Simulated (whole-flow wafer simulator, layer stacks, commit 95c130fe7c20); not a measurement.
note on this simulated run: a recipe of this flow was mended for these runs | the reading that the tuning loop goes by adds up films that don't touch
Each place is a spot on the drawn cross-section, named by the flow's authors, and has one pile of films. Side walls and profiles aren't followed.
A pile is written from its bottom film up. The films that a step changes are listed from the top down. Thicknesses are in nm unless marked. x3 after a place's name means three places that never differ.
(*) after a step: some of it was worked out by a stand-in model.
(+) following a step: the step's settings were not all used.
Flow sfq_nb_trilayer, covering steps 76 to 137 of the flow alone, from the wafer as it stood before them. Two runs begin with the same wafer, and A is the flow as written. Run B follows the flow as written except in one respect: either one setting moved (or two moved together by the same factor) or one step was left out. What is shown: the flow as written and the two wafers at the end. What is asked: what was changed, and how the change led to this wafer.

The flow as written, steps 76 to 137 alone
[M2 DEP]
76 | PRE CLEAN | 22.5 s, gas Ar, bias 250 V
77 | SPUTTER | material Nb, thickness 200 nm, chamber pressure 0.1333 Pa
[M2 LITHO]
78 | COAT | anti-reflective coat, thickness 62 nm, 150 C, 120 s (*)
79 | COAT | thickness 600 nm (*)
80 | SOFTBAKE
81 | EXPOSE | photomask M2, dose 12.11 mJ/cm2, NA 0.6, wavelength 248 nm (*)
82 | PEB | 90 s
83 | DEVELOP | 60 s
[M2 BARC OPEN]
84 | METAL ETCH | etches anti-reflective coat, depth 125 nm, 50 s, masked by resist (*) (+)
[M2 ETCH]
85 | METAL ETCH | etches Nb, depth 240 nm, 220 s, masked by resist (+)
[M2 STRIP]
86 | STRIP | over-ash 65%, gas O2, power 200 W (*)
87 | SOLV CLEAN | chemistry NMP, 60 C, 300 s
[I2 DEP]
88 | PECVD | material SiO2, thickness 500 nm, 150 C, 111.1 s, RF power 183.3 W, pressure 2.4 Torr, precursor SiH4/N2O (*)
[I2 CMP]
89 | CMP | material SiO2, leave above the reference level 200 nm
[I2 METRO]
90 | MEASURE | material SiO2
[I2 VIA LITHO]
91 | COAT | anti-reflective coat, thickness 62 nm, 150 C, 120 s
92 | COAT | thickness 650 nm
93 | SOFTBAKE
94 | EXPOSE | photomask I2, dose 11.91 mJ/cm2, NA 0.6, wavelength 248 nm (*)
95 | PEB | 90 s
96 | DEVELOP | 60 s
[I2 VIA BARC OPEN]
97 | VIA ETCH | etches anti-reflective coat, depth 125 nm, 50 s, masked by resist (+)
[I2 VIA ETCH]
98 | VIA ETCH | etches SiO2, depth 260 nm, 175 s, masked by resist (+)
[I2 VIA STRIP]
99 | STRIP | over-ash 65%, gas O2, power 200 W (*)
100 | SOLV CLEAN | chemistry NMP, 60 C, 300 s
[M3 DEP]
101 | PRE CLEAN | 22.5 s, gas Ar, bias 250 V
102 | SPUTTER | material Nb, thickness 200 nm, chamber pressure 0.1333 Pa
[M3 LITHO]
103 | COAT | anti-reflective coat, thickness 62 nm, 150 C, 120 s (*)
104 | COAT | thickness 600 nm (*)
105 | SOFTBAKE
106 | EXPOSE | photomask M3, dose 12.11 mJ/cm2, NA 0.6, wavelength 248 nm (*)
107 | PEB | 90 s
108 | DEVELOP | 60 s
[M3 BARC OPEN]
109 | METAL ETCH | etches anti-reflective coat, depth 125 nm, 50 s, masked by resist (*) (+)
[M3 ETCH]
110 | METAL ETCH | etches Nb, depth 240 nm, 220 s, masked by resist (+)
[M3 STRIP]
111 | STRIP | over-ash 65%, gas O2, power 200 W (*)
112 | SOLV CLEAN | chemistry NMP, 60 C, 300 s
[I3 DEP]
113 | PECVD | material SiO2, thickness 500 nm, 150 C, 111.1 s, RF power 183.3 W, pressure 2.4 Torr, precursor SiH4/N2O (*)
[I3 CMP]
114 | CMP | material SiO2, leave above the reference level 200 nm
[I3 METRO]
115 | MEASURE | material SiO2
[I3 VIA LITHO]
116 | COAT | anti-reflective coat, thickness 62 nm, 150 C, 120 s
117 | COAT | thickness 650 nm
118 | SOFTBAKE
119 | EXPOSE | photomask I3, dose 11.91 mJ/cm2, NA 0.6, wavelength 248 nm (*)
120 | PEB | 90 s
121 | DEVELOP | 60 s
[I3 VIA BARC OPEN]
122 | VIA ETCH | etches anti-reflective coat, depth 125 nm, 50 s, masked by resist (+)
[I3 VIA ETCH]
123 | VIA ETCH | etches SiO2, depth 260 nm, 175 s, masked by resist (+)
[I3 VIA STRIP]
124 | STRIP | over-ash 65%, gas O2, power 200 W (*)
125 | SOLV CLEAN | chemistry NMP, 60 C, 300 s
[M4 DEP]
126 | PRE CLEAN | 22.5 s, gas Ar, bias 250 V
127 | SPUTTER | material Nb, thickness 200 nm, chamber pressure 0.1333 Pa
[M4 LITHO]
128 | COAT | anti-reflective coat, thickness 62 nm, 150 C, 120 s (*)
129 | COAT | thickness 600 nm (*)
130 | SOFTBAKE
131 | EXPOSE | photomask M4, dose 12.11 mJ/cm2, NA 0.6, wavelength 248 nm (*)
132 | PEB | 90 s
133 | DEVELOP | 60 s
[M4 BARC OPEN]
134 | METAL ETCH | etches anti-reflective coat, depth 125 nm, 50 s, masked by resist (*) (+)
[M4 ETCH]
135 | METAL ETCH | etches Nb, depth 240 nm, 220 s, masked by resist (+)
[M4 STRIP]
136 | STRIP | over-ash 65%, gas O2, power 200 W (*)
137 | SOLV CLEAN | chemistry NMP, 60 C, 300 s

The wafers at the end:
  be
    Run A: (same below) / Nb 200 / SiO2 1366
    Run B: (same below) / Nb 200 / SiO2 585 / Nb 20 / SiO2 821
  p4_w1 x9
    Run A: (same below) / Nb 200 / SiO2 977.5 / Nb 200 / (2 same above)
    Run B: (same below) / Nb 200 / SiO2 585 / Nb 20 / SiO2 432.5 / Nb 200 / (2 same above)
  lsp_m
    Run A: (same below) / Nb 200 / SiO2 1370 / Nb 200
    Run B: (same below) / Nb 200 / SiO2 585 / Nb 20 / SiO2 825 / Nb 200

Cause: step 77, SPUTTER: thickness 260 nm was run, while the flow as written has thickness 200 nm.

How this came from the change, step by step:
  77 | SPUTTER | material Nb, thickness 200 nm, chamber pressure 0.1333 Pa
      field_l, v_sur, via_wl and 102 more: A +200 Nb (new film) | B +260 Nb (new film)
      via_v: A +172.8 Nb | B +225.2 Nb
  85 | METAL ETCH | etches Nb, depth 240 nm, 220 s, masked by resist (+)
      field_l, be, be_sur and 81 more: A -200 Nb (all of it), -4 SiO2 | B -240 Nb
  88 | PECVD | material SiO2, thickness 500 nm, 150 C, 111.1 s, RF power 183.3 W, pressure 2.4 Torr, precursor SiH4/N2O (*)
      field_l, be, be_sur and 81 more: A +500 SiO2 | B +500 SiO2 (new film)
      via_v: A +612.8 SiO2 (new film) | B +595.9 SiO2 (new film)
  89 | CMP | material SiO2, leave above the reference level 200 nm
      field_l, be, be_sur and 81 more: A -96 SiO2 | B -60 SiO2
      via_v: A -181.6 SiO2 | B -157.1 SiO2
If metal films that touch count as one body, be has 2 bodies (between them, from the top down: SiO2 585); the flow as written gives 1 body.
If metal films that touch count as one body, p4_w1 x9 has 4 bodies (between them, from the top down: SiO2 192.5; SiO2 432.5; SiO2 585); the flow as written gives 3 bodies (between them, from the top down: SiO2 192.5; SiO2 977.5).
If metal films that touch count as one body, lsp_m has 3 bodies (between them, from the top down: SiO2 825; SiO2 585); the flow as written gives 2 bodies (between them, from the top down: SiO2 1370).
